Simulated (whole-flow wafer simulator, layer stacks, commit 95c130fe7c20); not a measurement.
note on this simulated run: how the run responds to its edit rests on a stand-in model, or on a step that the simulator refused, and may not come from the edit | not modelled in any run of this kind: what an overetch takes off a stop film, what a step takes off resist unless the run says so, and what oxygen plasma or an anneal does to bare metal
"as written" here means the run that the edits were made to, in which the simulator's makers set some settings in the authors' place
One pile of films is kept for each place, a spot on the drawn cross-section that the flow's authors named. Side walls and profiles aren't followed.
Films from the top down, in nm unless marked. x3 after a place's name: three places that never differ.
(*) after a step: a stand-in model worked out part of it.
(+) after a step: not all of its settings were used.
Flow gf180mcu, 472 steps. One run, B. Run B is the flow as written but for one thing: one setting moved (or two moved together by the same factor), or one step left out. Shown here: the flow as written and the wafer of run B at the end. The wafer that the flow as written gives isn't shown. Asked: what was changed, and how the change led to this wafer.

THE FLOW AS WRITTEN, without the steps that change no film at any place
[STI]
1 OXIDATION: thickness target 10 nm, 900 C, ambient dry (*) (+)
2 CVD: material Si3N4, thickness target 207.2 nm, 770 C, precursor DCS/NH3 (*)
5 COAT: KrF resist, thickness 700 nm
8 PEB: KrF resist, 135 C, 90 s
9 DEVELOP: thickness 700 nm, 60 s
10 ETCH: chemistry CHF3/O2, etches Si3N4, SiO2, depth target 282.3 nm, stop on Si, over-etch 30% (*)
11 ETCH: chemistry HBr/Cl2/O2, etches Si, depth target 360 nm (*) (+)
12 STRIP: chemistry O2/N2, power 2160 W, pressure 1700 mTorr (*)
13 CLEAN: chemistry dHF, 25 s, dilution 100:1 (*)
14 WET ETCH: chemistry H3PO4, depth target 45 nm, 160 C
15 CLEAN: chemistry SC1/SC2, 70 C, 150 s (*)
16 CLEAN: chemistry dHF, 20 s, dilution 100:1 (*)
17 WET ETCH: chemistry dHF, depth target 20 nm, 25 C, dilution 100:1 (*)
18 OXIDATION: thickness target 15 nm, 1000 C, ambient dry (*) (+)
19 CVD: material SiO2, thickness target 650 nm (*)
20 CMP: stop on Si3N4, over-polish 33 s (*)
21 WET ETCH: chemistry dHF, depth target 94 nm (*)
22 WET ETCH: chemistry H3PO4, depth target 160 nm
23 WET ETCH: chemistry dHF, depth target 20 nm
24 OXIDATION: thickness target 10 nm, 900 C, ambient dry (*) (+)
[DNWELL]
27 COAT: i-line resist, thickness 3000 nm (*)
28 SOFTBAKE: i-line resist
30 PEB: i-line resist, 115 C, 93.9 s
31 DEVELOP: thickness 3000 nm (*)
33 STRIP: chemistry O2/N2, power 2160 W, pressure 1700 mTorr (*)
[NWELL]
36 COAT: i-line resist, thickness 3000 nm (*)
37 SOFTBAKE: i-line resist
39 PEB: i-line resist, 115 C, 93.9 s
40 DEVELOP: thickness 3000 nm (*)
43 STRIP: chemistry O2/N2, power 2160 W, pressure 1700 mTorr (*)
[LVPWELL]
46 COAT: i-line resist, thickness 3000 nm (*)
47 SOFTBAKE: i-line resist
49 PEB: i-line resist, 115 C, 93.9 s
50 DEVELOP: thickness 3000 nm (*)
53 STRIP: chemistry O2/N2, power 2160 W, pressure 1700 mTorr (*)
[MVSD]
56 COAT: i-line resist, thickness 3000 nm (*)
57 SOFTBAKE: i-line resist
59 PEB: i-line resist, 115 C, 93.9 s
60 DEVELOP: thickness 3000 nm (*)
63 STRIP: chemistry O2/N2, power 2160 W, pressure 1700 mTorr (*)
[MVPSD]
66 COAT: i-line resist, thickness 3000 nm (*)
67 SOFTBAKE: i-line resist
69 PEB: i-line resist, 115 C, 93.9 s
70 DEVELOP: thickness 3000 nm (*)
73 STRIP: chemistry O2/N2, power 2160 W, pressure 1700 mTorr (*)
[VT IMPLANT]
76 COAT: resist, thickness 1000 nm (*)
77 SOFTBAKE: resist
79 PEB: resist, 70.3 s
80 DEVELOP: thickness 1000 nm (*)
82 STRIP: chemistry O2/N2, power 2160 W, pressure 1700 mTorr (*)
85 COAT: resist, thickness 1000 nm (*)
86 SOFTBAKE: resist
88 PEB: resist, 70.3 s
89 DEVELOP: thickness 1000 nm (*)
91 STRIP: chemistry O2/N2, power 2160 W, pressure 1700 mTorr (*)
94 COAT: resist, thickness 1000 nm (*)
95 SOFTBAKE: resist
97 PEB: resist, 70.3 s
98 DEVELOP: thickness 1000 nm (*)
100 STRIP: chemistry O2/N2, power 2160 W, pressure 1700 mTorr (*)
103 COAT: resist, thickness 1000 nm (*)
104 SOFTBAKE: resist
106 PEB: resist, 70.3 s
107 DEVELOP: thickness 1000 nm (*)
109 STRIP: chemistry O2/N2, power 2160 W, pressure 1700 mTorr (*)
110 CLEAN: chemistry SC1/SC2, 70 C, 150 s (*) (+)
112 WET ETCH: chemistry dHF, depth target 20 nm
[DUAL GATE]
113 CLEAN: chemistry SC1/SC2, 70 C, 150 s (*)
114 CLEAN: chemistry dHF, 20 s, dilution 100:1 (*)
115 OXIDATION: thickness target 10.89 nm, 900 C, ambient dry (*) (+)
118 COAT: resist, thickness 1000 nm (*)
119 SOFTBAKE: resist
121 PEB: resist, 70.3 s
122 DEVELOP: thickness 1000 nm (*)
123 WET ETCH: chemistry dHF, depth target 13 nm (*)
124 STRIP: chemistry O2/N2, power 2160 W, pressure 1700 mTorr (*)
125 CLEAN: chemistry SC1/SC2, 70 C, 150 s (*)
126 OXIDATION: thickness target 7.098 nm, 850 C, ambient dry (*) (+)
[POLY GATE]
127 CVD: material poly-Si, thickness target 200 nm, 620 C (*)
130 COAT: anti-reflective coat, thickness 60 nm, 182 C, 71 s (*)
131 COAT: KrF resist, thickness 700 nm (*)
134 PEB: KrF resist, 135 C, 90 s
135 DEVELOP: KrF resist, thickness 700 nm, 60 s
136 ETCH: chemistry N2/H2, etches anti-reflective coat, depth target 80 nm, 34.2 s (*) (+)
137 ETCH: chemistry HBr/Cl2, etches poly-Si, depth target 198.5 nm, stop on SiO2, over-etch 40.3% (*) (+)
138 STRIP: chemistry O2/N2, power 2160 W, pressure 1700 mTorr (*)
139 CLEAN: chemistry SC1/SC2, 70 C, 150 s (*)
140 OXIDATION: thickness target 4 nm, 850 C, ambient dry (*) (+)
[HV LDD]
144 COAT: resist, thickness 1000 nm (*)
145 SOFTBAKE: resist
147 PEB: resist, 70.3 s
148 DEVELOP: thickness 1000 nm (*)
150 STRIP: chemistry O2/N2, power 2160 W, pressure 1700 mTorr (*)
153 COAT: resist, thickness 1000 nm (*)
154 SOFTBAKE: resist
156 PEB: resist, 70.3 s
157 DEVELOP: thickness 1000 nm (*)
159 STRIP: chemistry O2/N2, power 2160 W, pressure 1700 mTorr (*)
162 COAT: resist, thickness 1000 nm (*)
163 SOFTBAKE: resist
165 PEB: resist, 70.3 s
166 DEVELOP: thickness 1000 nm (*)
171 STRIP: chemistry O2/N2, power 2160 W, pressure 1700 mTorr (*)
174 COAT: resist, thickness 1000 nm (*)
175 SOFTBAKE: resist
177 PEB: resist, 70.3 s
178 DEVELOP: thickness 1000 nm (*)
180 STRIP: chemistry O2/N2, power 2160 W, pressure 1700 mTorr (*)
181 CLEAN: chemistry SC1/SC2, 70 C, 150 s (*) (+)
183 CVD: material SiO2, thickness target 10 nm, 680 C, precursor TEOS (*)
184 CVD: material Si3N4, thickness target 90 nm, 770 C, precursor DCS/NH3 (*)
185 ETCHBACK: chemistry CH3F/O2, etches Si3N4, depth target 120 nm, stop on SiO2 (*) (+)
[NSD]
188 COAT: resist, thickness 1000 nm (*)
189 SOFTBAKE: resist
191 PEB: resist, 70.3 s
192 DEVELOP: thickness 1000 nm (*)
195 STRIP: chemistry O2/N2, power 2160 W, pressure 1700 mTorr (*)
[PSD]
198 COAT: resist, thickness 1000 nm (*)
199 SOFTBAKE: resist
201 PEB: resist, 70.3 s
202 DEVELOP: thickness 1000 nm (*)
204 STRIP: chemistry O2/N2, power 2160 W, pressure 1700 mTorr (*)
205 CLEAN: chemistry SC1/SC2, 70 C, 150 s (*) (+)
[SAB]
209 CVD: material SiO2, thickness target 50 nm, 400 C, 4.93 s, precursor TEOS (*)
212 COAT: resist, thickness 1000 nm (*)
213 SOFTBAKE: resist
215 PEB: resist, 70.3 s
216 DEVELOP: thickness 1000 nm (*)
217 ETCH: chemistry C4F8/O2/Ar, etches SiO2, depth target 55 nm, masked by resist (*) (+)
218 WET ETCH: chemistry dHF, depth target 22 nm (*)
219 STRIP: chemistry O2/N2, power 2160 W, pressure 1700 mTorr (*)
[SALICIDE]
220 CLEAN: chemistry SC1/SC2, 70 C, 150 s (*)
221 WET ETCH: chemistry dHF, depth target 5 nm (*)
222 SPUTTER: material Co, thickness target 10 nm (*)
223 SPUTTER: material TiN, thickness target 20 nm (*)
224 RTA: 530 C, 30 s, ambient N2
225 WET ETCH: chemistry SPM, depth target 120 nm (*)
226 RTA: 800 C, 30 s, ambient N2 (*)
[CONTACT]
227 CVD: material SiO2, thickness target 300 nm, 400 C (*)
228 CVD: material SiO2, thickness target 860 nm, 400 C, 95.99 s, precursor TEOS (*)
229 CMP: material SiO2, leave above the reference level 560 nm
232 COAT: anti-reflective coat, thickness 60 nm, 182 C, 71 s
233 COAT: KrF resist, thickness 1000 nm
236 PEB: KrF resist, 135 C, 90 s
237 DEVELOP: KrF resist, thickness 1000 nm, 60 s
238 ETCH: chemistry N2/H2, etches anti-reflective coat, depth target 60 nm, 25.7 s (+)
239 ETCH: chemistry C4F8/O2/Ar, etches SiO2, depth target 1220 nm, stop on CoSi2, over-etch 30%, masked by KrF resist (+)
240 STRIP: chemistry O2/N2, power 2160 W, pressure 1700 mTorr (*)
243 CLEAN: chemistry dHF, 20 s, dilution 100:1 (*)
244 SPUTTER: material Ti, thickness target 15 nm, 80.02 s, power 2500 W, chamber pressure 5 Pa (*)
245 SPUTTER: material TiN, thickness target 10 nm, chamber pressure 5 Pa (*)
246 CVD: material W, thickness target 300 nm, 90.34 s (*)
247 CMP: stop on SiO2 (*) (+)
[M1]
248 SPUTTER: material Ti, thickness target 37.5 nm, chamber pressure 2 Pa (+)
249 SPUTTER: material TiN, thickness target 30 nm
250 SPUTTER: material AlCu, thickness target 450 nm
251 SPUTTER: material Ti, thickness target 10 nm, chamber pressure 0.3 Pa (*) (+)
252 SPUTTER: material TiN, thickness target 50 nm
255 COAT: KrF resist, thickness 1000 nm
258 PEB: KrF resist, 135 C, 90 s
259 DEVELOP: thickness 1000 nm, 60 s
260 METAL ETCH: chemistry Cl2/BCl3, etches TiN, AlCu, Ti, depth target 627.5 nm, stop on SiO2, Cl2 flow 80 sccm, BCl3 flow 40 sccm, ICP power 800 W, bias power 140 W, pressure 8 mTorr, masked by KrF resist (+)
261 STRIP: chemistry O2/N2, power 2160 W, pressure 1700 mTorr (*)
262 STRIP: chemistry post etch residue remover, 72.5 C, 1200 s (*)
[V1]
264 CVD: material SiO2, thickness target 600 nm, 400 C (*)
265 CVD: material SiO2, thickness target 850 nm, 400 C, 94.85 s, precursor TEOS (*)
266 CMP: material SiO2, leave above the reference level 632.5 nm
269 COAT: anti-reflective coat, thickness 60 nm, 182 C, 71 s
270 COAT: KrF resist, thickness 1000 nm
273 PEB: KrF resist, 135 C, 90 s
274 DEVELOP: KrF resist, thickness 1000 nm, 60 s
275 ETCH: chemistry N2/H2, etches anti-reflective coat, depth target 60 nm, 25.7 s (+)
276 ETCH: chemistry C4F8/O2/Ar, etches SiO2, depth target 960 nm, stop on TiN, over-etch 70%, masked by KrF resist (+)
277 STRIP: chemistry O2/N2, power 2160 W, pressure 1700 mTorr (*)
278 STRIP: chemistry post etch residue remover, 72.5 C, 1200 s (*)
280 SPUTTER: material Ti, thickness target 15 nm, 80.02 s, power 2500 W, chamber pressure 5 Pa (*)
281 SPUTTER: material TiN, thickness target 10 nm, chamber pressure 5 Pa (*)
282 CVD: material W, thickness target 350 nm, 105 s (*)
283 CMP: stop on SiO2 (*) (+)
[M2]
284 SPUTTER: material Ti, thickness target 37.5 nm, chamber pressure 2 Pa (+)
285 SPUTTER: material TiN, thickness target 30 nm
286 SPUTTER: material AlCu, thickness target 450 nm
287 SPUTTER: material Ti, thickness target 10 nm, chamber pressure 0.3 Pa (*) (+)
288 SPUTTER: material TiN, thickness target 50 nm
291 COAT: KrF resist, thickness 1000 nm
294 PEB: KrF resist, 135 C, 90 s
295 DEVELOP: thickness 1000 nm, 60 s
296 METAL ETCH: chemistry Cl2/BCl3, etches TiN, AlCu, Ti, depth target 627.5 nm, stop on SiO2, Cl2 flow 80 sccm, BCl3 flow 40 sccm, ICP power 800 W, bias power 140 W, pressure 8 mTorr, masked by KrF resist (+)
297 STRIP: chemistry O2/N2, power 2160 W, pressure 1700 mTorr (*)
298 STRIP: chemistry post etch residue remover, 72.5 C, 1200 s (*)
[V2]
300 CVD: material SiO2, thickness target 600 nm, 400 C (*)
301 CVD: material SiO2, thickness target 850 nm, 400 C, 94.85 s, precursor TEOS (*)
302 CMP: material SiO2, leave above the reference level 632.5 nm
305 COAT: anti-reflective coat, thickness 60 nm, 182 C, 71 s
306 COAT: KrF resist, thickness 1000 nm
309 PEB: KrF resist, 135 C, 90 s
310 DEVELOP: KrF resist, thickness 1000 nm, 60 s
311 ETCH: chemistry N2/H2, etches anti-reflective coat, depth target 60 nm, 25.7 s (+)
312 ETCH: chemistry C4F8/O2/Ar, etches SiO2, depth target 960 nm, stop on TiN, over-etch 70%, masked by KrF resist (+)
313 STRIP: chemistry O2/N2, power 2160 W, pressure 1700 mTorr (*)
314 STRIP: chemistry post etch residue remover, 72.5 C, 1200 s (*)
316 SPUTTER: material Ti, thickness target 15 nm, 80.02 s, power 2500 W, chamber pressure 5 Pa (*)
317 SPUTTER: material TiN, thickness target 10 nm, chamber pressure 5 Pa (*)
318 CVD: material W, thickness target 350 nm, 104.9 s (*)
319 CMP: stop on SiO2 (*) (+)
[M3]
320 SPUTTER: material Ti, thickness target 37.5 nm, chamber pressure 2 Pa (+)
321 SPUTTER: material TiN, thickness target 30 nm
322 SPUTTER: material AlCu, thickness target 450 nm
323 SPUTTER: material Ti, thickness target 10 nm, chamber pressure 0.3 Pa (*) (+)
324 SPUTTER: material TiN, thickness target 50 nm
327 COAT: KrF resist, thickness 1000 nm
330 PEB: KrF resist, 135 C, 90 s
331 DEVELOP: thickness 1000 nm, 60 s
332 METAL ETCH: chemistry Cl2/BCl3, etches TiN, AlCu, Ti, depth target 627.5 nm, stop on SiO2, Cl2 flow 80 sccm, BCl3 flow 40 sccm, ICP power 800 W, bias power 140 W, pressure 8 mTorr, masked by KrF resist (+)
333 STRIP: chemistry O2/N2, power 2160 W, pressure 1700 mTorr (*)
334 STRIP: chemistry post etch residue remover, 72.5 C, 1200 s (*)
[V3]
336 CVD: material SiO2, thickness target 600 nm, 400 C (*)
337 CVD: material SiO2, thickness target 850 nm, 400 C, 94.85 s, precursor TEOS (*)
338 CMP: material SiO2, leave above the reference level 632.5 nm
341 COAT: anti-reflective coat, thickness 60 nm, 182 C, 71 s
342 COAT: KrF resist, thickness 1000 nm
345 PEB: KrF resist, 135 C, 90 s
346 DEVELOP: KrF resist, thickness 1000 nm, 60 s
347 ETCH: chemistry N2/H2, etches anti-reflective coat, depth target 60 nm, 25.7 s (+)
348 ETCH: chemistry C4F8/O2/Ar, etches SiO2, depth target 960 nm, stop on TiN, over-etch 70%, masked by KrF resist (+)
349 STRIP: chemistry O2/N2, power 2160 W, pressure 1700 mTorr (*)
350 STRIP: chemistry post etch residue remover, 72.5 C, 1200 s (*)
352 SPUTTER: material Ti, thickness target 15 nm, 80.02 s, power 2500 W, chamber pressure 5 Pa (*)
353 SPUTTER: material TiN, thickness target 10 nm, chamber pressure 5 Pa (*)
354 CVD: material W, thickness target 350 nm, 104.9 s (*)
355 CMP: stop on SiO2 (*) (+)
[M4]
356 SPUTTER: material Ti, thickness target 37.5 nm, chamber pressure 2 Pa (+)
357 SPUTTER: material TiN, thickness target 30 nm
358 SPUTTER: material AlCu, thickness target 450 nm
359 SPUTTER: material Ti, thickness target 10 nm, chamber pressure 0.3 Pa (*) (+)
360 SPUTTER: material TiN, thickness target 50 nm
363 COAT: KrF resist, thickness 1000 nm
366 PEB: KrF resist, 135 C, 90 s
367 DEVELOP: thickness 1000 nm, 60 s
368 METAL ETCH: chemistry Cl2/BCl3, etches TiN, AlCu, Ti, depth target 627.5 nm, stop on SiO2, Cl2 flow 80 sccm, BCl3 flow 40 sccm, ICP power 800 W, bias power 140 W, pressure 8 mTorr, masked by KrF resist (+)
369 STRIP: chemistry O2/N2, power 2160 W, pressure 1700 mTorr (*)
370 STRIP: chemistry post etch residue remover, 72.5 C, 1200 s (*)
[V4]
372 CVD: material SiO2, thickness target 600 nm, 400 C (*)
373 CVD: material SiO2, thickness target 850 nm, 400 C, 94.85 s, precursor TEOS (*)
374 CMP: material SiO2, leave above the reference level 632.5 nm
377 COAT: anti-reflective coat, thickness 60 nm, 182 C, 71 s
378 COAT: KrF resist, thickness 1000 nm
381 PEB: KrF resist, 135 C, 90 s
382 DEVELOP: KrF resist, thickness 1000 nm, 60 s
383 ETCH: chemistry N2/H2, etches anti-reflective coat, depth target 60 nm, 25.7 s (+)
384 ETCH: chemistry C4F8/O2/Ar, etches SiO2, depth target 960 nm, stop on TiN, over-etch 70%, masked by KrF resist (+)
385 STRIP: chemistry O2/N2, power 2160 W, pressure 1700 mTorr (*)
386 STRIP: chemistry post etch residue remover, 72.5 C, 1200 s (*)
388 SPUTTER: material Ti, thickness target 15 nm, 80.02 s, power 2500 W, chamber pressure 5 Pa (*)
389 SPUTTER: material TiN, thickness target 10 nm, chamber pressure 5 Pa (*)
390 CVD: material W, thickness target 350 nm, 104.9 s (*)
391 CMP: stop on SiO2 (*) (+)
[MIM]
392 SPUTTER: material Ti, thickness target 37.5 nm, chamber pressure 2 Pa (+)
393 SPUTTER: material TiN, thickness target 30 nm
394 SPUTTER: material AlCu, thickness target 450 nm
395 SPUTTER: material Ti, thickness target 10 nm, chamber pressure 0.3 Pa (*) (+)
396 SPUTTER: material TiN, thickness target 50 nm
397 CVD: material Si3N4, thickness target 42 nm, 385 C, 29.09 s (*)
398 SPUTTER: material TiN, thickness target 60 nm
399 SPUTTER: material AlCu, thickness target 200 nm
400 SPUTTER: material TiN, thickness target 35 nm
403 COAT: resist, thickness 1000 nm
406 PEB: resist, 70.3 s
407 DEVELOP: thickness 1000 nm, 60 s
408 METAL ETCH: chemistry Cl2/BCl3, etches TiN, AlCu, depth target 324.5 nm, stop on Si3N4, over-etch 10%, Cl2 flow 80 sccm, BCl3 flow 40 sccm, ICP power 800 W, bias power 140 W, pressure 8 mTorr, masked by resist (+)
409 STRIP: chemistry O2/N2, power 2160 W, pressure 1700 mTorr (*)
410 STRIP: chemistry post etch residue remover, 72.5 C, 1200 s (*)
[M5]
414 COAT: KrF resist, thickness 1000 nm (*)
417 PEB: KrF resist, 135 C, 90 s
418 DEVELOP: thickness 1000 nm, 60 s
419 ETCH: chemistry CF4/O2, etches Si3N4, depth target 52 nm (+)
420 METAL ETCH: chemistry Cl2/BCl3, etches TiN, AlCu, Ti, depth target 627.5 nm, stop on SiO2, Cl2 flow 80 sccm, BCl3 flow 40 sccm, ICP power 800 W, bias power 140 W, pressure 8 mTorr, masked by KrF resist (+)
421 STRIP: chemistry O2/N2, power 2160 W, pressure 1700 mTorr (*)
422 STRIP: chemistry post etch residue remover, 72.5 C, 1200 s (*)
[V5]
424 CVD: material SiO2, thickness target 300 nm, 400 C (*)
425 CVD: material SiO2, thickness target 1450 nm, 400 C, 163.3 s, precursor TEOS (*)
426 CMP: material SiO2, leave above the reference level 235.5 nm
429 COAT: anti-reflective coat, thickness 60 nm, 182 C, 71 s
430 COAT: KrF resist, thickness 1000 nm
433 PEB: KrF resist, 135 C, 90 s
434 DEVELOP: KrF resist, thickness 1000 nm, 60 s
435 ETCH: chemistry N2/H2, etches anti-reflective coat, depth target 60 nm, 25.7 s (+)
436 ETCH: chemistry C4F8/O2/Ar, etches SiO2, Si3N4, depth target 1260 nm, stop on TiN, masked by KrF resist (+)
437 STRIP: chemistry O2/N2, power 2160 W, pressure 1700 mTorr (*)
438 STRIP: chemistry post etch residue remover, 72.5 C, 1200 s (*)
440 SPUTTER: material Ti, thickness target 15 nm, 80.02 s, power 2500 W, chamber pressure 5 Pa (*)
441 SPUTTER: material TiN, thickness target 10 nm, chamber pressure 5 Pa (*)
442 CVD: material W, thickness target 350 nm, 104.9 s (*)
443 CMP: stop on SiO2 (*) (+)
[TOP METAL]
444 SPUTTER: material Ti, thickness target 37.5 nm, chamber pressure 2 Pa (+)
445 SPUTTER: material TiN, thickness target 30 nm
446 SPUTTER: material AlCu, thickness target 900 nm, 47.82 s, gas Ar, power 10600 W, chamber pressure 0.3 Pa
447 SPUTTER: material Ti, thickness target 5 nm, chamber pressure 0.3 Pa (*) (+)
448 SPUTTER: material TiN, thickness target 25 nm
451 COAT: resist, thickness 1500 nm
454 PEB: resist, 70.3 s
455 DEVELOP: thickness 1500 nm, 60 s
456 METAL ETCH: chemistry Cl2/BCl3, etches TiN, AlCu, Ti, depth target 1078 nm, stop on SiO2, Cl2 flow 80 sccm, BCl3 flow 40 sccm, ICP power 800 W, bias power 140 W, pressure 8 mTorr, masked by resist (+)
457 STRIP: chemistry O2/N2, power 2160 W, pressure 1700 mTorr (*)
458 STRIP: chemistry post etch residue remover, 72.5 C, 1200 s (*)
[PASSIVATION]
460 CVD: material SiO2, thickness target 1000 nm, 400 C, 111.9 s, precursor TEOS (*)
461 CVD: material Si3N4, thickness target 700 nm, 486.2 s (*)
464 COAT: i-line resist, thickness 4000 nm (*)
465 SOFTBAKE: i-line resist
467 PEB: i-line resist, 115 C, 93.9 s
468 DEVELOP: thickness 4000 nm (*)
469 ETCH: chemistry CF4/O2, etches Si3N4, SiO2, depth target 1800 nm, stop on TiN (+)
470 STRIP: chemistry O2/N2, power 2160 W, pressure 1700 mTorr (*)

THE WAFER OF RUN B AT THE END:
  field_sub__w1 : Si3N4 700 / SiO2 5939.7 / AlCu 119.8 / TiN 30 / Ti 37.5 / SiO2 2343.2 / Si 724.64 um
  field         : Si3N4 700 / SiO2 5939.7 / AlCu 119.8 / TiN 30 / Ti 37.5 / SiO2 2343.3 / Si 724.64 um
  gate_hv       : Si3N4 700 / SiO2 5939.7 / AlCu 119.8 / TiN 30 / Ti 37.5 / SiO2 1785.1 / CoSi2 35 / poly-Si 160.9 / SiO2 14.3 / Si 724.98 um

The cause: step 286, SPUTTER: thickness target 693 nm was run, where the flow has thickness target 450 nm.

How the change led to this, step by step:
  286 SPUTTER: material AlCu, thickness target 450 nm
      field, field__w1, field__w2 and 108 more: AlCu +693 (new film) (as written it would be: AlCu +450 (new film))
  296 METAL ETCH: chemistry Cl2/BCl3, etches TiN, AlCu, Ti, depth target 627.5 nm, stop on SiO2, Cl2 flow 80 sccm, BCl3 flow 40 sccm, ICP power 800 W, bias power 140 W, pressure 8 mTorr, masked by KrF resist (+)
      field, field__w1, field__w2 and 103 more: TiN -50 (all of it), Ti -10 (all of it), AlCu -567.5 (as written it would be: TiN -50 (all of it), Ti -10 (all of it), AlCu -450 (all of it), TiN -30 (all of it), Ti -37.5 (all of it))
  298 STRIP: chemistry post etch residue remover, 72.5 C, 1200 s (*)
      field, field__w1, field__w2 and 103 more: AlCu -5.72 (as written it would be: nothing)
  300 CVD: material SiO2, thickness target 600 nm, 400 C (*)
      field, field__w1, field__w2 and 103 more: SiO2 +600 (new film) (as written it would be: SiO2 +600)
  302 CMP: material SiO2, leave above the reference level 632.5 nm
      field, field__w1, field__w2 and 103 more: SiO2 -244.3 (as written it would be: SiO2 -300)
Counting metal films that touch as one body, field_sub__w1 has 1 body; the flow as written gives 0 bodies.
Counting metal films that touch as one body, field has 1 body; the flow as written gives 0 bodies.
Counting metal films that touch as one body, gate_hv has 2 bodies (between them, from the top down: SiO2 1785.1); the flow as written gives 1 body.
